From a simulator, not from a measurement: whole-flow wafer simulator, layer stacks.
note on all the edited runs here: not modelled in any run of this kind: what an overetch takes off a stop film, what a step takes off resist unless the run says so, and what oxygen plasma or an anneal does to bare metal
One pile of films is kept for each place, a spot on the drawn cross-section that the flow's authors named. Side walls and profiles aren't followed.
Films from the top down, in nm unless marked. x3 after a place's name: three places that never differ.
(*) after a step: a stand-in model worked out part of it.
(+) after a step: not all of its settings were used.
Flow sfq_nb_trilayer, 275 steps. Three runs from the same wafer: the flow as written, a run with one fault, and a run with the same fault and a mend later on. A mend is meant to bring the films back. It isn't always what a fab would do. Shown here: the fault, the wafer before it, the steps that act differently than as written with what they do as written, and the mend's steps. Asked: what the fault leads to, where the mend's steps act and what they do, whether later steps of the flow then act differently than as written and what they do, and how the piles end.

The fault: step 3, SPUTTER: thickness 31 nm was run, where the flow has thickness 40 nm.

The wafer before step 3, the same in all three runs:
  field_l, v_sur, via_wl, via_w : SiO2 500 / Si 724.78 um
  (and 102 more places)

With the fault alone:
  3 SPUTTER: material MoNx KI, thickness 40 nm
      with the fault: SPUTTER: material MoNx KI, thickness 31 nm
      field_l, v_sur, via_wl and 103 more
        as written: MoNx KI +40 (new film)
        with the fault: MoNx KI +31 (new film)
  Later steps of the flow that act differently than as written (9 more steps differ only slightly, by at most 2% or 0.5 nm, whichever is larger, and aren't shown):
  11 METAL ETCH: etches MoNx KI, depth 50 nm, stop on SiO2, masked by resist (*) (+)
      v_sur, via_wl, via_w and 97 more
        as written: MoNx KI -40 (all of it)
        with the fault: MoNx KI -31 (all of it)
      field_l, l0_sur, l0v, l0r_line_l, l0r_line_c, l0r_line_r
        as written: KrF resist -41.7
        with the fault: KrF resist -38.8
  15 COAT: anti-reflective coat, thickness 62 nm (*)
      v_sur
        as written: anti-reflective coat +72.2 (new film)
        with the fault: anti-reflective coat +70 (new film)
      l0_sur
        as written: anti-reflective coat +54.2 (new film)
        with the fault: anti-reflective coat +55.8 (new film)
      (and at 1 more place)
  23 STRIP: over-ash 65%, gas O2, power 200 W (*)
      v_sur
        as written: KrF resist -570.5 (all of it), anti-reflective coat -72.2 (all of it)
        with the fault: KrF resist -567.9 (all of it), anti-reflective coat -70 (all of it)
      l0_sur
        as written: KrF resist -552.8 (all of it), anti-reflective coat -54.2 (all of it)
        with the fault: KrF resist -554.5 (all of it), anti-reflective coat -55.8 (all of it)
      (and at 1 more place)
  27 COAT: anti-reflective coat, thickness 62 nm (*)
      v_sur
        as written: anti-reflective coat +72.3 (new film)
        with the fault: anti-reflective coat +70.1 (new film)
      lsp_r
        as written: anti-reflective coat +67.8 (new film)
        with the fault: anti-reflective coat +66.4 (new film)
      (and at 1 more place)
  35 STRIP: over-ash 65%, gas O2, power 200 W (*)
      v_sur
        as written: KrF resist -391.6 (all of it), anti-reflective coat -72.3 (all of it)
        with the fault: KrF resist -389.4 (all of it), anti-reflective coat -70.1 (all of it)
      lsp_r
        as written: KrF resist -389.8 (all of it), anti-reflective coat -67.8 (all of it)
        with the fault: KrF resist -387.1 (all of it), anti-reflective coat -66.4 (all of it)
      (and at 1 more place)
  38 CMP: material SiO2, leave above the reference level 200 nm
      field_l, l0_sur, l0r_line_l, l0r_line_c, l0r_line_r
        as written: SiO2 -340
        with the fault: SiO2 -331
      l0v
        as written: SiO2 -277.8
        with the fault: SiO2 -268.8
  At the end the piles differ from the flow's by more than 2% or 0.5 nm, whichever is larger, at field_l, l0_sur, l0v, l0r_line_l, l0r_line_c, l0r_line_r.
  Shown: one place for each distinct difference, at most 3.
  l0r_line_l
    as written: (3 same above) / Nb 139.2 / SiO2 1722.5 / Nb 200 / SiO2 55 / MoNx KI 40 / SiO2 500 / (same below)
    with the fault: (3 same above) / Nb 139.2 / SiO2 1731.5 / Nb 200 / SiO2 55 / MoNx KI 31 / SiO2 500 / (same below)
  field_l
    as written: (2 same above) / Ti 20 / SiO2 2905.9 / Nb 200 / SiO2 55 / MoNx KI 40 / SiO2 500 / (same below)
    with the fault: (2 same above) / Ti 20 / SiO2 2914.9 / Nb 200 / SiO2 55 / MoNx KI 31 / SiO2 500 / (same below)
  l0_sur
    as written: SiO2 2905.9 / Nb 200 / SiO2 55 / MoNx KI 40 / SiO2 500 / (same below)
    with the fault: SiO2 2914.9 / Nb 200 / SiO2 55 / MoNx KI 31 / SiO2 500 / (same below)

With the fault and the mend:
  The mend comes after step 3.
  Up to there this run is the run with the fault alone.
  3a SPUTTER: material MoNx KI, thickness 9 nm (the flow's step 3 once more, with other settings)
      field_l, v_sur, via_wl and 103 more
        MoNx KI +9
  No later step of the flow acts differently than as written at any place that is followed.
  At the end the piles are the same as the flow's at every place that both follow.
